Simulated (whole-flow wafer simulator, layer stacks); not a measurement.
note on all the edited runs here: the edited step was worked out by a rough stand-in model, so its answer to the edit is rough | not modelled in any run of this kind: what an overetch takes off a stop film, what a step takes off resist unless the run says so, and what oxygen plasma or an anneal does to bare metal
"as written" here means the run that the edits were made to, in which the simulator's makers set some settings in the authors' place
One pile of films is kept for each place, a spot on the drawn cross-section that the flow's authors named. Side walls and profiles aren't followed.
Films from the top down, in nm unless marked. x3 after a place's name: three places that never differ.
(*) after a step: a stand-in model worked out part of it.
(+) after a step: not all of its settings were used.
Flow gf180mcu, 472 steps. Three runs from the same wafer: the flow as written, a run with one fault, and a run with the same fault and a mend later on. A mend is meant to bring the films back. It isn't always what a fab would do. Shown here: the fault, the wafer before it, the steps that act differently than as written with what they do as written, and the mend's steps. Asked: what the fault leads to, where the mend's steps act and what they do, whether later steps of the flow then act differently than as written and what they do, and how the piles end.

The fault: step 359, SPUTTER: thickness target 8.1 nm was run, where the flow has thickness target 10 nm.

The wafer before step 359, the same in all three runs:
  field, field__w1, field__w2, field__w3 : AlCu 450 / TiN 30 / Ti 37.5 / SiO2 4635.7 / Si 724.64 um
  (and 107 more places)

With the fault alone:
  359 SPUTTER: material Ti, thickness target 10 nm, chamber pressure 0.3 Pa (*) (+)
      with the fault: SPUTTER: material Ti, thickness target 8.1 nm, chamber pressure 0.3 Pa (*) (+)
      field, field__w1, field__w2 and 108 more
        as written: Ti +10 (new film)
        with the fault: Ti +8.1 (new film)
  Later steps of the flow that act differently than as written (4 more steps differ only slightly, by at most 2% or 0.5 nm, whichever is larger, and aren't shown):
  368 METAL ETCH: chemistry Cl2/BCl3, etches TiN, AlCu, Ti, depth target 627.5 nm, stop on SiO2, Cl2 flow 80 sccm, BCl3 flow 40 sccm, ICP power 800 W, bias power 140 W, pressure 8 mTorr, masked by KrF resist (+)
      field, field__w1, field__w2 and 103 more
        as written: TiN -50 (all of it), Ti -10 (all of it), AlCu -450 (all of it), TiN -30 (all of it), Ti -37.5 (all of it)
        with the fault: TiN -50 (all of it), Ti -8.1 (all of it), AlCu -450 (all of it), TiN -30 (all of it), Ti -37.5 (all of it)
  At the end the piles differ from the flow's by more than 2% or 0.5 nm, whichever is larger, at field__w8, contact, m1, m1__w1, m1_nw.
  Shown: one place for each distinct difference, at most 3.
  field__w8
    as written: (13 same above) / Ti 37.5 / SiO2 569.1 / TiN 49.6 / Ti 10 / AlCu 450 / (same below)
    with the fault: (13 same above) / Ti 37.5 / SiO2 571 / TiN 49.6 / Ti 8.1 / AlCu 450 / (same below)
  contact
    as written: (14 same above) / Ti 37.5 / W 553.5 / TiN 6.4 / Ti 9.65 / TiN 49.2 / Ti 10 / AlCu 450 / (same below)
    with the fault: (14 same above) / Ti 37.5 / W 555.4 / TiN 6.4 / Ti 9.64 / TiN 49.2 / Ti 8.1 / AlCu 450 / (same below)

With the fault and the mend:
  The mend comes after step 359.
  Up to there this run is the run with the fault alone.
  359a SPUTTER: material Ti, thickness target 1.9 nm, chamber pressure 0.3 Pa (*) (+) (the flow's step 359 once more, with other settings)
      field, field__w1, field__w2 and 108 more
        Ti +1.9
  No later step of the flow acts differently than as written at any place that is followed.
  At the end the piles are the same as the flow's at every place that both follow.
